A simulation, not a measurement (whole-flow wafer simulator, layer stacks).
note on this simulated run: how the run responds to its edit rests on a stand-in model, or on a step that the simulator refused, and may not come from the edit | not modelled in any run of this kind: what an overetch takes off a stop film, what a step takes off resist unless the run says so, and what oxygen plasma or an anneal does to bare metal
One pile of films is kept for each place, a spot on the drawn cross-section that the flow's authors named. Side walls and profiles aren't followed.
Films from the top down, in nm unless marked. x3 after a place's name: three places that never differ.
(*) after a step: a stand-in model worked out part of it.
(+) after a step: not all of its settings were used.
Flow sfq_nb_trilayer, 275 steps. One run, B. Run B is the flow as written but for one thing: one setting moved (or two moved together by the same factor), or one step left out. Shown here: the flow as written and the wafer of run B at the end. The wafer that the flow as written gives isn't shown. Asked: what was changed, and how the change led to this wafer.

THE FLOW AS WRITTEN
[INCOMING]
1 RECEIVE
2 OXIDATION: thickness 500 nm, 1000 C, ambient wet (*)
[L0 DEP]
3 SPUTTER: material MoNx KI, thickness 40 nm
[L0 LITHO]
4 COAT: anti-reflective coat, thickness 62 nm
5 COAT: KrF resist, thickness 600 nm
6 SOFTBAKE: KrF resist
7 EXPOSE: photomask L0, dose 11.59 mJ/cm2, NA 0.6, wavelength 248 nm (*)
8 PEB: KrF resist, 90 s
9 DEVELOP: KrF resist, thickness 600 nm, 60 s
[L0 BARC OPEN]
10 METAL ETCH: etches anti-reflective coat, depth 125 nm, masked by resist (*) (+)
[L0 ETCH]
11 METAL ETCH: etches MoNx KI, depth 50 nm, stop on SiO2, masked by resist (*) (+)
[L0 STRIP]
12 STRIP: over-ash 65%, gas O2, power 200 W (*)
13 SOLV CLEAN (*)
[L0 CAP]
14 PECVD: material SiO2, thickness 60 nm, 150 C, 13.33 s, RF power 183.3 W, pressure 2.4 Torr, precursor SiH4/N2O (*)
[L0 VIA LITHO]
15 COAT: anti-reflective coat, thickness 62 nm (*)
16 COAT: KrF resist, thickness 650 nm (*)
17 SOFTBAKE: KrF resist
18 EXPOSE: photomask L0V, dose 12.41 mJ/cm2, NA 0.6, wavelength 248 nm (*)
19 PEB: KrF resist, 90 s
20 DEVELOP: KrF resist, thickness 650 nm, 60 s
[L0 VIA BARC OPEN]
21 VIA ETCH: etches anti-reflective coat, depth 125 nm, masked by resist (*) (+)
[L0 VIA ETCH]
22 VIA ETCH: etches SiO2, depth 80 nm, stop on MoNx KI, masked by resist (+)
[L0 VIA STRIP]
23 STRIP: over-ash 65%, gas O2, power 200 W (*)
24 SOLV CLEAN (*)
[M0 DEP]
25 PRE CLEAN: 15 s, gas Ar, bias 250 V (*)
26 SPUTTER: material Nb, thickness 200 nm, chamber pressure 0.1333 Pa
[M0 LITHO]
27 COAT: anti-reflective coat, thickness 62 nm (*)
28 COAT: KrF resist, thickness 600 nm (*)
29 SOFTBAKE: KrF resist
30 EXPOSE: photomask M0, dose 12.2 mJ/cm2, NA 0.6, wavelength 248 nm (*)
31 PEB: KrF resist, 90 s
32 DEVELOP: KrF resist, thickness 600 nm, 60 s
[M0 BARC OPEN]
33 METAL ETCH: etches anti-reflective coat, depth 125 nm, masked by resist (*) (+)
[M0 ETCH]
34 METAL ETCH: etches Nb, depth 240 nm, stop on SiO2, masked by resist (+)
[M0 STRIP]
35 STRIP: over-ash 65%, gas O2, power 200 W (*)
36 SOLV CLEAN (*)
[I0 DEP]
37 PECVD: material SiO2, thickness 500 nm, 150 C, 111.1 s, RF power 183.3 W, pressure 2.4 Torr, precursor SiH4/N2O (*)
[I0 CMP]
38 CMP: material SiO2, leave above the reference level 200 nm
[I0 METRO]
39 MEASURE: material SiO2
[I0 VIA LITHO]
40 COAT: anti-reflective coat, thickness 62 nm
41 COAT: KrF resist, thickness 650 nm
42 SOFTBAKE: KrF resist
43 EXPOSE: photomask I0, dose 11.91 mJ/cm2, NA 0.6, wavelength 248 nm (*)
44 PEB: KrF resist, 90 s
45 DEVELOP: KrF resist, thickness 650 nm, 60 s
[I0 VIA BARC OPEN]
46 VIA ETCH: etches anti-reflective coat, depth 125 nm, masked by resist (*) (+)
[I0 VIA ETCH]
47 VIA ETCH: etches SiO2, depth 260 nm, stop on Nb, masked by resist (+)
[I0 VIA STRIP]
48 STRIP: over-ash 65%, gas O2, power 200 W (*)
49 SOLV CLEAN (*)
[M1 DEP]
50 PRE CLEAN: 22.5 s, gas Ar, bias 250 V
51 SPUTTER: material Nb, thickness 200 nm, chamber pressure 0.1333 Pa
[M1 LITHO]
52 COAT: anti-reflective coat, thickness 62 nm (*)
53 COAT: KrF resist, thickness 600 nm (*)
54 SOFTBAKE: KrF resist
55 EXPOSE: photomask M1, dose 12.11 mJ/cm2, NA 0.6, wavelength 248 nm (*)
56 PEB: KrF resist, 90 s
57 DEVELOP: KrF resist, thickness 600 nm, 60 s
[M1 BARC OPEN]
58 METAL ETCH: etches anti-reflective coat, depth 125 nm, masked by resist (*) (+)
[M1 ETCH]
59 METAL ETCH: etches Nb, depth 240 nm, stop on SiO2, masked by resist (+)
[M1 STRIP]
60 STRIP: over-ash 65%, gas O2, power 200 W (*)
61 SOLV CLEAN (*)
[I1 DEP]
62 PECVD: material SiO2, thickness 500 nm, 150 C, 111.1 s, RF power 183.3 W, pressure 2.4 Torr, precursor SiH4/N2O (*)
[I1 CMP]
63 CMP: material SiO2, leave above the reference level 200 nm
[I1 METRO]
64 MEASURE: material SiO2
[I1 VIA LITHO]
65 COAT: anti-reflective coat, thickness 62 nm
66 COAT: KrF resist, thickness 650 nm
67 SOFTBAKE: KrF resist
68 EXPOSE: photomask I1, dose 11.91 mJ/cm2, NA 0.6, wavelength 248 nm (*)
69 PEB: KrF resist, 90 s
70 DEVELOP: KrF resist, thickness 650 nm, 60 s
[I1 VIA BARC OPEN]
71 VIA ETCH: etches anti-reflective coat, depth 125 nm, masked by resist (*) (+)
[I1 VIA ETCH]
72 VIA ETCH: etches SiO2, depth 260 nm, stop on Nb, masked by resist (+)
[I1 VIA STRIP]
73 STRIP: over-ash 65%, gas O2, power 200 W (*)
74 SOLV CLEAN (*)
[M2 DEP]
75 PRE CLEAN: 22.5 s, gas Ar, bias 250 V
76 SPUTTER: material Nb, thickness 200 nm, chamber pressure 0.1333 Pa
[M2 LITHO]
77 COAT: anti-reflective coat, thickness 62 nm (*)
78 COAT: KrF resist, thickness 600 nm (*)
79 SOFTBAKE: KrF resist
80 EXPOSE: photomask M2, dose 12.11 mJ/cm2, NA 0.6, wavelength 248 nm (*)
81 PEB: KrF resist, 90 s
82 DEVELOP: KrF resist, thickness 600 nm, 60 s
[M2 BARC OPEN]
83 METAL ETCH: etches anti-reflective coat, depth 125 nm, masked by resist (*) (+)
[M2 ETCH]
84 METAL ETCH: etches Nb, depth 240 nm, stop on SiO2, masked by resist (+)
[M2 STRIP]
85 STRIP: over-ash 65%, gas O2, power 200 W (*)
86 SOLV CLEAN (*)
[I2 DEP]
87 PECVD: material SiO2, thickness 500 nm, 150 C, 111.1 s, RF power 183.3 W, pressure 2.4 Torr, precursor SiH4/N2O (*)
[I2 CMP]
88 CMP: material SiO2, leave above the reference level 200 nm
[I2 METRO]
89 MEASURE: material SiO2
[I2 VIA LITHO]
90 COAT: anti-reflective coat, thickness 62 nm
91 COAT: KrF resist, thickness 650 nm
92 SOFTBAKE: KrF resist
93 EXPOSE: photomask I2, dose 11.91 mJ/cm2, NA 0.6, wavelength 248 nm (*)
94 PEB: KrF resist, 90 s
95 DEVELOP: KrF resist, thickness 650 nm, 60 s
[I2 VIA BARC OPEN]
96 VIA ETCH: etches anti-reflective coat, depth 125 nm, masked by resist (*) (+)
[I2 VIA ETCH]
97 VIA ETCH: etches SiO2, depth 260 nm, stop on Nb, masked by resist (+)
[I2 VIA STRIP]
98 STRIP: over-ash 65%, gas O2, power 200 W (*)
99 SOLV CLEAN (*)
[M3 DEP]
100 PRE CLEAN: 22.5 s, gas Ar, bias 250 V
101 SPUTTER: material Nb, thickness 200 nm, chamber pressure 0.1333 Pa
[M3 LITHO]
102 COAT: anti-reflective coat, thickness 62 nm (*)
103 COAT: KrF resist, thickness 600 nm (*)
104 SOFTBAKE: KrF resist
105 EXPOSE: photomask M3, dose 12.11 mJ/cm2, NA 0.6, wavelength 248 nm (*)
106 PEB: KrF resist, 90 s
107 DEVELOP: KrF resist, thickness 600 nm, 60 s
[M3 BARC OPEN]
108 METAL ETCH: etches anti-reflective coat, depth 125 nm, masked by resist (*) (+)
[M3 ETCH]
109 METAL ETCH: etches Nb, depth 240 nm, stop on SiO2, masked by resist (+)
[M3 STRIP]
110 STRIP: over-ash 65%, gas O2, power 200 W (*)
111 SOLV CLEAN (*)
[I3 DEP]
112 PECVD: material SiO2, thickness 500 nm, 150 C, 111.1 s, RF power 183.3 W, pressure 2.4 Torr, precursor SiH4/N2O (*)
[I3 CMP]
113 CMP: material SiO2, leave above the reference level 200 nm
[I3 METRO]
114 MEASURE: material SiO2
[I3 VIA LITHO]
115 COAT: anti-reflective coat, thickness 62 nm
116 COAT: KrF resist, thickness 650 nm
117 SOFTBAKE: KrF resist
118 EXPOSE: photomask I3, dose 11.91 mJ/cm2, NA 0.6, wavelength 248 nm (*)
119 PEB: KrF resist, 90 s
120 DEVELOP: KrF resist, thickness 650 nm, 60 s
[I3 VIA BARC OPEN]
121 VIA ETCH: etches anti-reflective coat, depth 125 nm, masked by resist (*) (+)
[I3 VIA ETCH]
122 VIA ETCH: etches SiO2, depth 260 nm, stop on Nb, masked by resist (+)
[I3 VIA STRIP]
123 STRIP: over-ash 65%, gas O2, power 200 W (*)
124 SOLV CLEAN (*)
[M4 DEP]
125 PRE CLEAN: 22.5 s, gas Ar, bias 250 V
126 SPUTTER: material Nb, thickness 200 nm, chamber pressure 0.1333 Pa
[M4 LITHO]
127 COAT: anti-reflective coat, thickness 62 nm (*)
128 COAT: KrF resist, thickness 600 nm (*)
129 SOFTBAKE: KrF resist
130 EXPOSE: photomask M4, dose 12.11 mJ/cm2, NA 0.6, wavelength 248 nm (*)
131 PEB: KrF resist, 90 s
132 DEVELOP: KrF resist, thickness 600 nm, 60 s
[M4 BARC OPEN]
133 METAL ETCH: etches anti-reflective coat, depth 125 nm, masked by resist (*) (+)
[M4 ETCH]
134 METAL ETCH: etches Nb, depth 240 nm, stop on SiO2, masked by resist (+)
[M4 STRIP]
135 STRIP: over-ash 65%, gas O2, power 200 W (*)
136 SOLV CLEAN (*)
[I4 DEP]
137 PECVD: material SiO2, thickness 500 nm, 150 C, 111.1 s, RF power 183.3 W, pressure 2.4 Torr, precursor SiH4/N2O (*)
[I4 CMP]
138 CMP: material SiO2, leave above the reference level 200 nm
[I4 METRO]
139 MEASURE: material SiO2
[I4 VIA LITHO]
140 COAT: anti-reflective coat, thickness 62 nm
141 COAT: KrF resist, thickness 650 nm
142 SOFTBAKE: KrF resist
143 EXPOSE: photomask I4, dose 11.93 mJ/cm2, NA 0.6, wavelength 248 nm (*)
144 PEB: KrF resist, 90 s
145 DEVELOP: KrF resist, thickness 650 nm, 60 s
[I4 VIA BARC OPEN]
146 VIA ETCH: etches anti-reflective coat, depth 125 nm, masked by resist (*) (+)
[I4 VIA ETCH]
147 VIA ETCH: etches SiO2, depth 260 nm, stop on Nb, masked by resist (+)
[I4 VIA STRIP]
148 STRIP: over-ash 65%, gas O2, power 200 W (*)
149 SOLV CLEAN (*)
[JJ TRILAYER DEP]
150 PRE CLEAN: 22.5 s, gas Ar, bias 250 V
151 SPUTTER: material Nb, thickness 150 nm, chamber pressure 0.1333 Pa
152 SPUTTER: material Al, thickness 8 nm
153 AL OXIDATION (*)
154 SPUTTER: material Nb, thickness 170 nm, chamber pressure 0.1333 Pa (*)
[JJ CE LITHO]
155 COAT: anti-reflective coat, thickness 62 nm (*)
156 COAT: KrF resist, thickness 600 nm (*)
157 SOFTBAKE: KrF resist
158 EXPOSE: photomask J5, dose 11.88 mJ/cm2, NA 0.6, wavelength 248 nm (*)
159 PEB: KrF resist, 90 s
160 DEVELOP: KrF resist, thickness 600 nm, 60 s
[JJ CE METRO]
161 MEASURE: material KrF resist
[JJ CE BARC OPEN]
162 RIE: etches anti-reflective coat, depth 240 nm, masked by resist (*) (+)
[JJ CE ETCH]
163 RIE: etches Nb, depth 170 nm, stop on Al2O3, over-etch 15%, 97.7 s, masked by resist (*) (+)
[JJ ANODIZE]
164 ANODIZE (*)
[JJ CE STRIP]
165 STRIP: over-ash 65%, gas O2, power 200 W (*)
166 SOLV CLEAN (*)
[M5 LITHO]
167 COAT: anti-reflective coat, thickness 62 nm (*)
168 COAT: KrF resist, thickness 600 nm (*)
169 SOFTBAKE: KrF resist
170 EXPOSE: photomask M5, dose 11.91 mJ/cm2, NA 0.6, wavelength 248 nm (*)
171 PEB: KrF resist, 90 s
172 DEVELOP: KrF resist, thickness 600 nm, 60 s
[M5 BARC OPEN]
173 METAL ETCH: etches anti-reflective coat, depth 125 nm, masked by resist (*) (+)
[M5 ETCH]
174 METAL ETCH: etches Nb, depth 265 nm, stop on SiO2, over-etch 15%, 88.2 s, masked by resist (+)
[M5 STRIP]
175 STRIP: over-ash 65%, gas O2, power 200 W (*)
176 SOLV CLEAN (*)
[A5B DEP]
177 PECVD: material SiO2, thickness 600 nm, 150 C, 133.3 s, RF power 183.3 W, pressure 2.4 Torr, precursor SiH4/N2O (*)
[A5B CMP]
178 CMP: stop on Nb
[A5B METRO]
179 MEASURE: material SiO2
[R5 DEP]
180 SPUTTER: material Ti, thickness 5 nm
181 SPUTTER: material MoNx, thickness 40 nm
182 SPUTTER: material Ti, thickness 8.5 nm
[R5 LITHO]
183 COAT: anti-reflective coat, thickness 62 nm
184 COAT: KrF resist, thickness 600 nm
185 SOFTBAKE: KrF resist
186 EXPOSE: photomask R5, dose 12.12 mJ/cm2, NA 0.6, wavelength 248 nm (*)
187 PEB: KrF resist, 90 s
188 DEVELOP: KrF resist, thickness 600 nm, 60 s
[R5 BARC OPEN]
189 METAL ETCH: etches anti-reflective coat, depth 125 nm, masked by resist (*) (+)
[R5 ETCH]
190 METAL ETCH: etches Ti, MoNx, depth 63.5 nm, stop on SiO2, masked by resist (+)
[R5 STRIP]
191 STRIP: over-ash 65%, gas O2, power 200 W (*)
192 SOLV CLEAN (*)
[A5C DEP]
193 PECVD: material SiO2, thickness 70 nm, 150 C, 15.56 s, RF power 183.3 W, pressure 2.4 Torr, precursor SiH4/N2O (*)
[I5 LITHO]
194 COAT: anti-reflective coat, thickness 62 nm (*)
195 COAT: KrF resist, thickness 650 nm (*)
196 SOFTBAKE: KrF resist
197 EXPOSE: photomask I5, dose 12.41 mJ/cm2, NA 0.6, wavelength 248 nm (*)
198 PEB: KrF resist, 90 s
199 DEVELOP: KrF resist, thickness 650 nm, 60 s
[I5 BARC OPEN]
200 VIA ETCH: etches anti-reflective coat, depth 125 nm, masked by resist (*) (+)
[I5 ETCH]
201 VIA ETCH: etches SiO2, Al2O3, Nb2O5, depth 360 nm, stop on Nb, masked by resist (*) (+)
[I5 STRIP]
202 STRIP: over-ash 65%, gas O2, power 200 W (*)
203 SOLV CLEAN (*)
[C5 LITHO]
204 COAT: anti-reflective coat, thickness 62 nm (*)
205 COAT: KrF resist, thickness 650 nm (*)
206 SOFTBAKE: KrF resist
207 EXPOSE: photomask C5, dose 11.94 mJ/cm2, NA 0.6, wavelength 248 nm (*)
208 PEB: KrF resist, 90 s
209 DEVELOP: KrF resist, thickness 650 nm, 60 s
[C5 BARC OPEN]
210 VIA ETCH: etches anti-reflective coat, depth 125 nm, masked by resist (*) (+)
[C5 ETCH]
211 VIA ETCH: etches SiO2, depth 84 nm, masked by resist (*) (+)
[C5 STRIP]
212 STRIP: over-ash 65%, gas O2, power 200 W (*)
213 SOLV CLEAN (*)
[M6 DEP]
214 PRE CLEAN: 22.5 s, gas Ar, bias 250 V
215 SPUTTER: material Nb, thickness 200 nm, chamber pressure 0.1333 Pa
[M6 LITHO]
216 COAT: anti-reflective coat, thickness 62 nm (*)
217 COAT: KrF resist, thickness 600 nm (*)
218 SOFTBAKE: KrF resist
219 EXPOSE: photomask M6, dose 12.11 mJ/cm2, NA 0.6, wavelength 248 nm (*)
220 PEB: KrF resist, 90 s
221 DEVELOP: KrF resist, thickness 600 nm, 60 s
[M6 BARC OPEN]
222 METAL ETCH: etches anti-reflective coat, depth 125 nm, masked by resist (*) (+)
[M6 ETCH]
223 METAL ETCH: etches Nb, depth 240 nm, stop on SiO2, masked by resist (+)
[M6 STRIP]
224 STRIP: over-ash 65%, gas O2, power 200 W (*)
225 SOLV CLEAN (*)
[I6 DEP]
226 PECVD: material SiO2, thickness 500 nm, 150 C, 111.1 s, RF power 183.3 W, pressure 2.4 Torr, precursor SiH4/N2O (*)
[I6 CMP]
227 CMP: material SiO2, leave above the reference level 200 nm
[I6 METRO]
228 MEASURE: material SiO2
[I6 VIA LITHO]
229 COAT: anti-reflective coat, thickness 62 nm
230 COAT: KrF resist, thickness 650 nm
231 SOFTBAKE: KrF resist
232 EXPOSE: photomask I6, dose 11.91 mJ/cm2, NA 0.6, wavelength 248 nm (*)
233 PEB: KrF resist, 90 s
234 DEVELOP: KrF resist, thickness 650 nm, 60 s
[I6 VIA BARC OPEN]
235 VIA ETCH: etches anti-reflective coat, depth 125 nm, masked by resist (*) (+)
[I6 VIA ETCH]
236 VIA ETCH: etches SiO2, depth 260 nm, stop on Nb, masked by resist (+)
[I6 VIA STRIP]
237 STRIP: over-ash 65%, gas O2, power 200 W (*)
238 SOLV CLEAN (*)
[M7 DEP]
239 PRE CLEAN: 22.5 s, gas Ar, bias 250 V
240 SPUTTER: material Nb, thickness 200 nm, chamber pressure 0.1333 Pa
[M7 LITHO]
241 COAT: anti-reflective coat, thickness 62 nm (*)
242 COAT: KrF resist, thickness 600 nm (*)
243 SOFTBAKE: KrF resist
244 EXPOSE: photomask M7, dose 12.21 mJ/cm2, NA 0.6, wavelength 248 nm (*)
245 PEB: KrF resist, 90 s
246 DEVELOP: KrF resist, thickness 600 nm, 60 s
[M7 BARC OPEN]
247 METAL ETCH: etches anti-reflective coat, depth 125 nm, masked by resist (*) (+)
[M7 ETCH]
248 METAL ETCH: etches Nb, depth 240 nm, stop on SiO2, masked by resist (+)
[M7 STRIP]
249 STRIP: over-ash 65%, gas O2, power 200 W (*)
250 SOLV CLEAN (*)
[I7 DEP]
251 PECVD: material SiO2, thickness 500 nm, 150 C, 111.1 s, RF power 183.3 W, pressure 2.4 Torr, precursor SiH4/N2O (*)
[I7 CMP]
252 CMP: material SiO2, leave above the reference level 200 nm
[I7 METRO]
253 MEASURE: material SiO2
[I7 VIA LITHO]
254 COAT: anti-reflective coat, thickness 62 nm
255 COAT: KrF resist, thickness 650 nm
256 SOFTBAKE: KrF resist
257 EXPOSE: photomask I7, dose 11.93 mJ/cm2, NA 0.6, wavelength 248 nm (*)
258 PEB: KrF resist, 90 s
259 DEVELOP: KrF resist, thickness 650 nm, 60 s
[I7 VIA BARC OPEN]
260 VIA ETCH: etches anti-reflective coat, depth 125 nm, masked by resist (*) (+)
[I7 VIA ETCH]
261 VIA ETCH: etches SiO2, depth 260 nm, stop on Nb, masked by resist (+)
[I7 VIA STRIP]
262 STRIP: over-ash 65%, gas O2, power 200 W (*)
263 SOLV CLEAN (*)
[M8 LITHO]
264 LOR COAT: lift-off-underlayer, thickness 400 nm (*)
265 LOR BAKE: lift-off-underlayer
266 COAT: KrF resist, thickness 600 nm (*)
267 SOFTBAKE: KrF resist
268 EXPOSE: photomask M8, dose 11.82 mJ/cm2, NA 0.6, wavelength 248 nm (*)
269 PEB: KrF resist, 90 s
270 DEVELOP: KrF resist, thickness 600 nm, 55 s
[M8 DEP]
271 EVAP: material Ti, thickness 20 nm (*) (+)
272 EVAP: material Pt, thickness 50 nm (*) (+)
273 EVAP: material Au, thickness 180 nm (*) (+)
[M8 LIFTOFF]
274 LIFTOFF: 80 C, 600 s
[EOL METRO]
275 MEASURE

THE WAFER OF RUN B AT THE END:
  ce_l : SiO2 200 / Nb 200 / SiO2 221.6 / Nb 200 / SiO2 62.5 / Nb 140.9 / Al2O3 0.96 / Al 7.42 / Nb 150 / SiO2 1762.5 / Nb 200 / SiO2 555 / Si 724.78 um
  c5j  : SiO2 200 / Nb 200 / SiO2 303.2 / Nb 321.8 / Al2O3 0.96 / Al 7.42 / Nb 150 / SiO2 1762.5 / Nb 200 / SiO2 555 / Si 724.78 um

The cause: step 190, METAL ETCH: depth 82.55 nm was run, where the flow has depth 63.5 nm.

How the change led to this, step by step:
  190 METAL ETCH: etches Ti, MoNx, depth 63.5 nm, stop on SiO2, masked by resist (+)
      be_r, r_sur, res, r_end, r5r_line_l, r5r_line_c, r5r_line_r: KrF resist -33 (as written it would be: KrF resist -25.4)
      ce_l, c5j, ce_r, wl_jj: Ti -8.5 (all of it), MoNx -40 (all of it), Ti -5 (all of it), Nb -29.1 (as written it would be: Ti -8.5 (all of it), MoNx -40 (all of it), Ti -5 (all of it), Nb -10)
  194 COAT: anti-reflective coat, thickness 62 nm (*)
      wl_j_sl, wl_j_sr: anti-reflective coat +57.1 (new film) (as written it would be: anti-reflective coat +60.2 (new film))
      jj_sur: anti-reflective coat +57.7 (new film) (as written it would be: anti-reflective coat +60.8 (new film))
      (and at 5 more places)
  202 STRIP: over-ash 65%, gas O2, power 200 W (*)
      wl_j_sl, wl_j_sr: KrF resist -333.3 (all of it), anti-reflective coat -57.1 (all of it) (as written it would be: KrF resist -333.3 (all of it), anti-reflective coat -60.2 (all of it))
      jj_sur: KrF resist -337.5 (all of it), anti-reflective coat -57.7 (all of it) (as written it would be: KrF resist -337.2 (all of it), anti-reflective coat -60.8 (all of it))
      (and at 5 more places)
  204 COAT: anti-reflective coat, thickness 62 nm (*)
      wl_j_sl, wl_j_sr: anti-reflective coat +57.1 (new film) (as written it would be: anti-reflective coat +60.2 (new film))
      jj_sur: anti-reflective coat +56.5 (new film) (as written it would be: anti-reflective coat +59.5 (new film))
      (and at 5 more places)
  210 VIA ETCH: etches anti-reflective coat, depth 125 nm, masked by resist (*) (+)
      c5j: anti-reflective coat -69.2 (all of it), SiO2 -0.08 (as written it would be: anti-reflective coat -63.9 (all of it), SiO2 -0.11)
  212 STRIP: over-ash 65%, gas O2, power 200 W (*)
      wl_j_sl, wl_j_sr: KrF resist -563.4 (all of it), anti-reflective coat -57.1 (all of it) (as written it would be: KrF resist -563.4 (all of it), anti-reflective coat -60.2 (all of it))
      jj_sur: KrF resist -562.1 (all of it), anti-reflective coat -56.5 (all of it) (as written it would be: KrF resist -562 (all of it), anti-reflective coat -59.5 (all of it))
      (and at 4 more places)
  216 COAT: anti-reflective coat, thickness 62 nm (*)
      wl_j_sl, wl_j_sr: anti-reflective coat +57.2 (new film) (as written it would be: anti-reflective coat +60.2 (new film))
      jj_sur: anti-reflective coat +52.9 (new film) (as written it would be: anti-reflective coat +56.1 (new film))
      (and at 5 more places)
  224 STRIP: over-ash 65%, gas O2, power 200 W (*)
      wl_j_sl, wl_j_sr: KrF resist -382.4 (all of it), anti-reflective coat -57.2 (all of it) (as written it would be: KrF resist -382.5 (all of it), anti-reflective coat -60.2 (all of it))
      jj_sur: KrF resist -378.5 (all of it), anti-reflective coat -52.9 (all of it) (as written it would be: KrF resist -378.5 (all of it), anti-reflective coat -56.1 (all of it))
      (and at 5 more places)
  227 CMP: material SiO2, leave above the reference level 200 nm
      ce_l, ce_r, wl_jj: SiO2 -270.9 (as written it would be: SiO2 -290)
      c5j: SiO2 -204 (as written it would be: SiO2 -223)
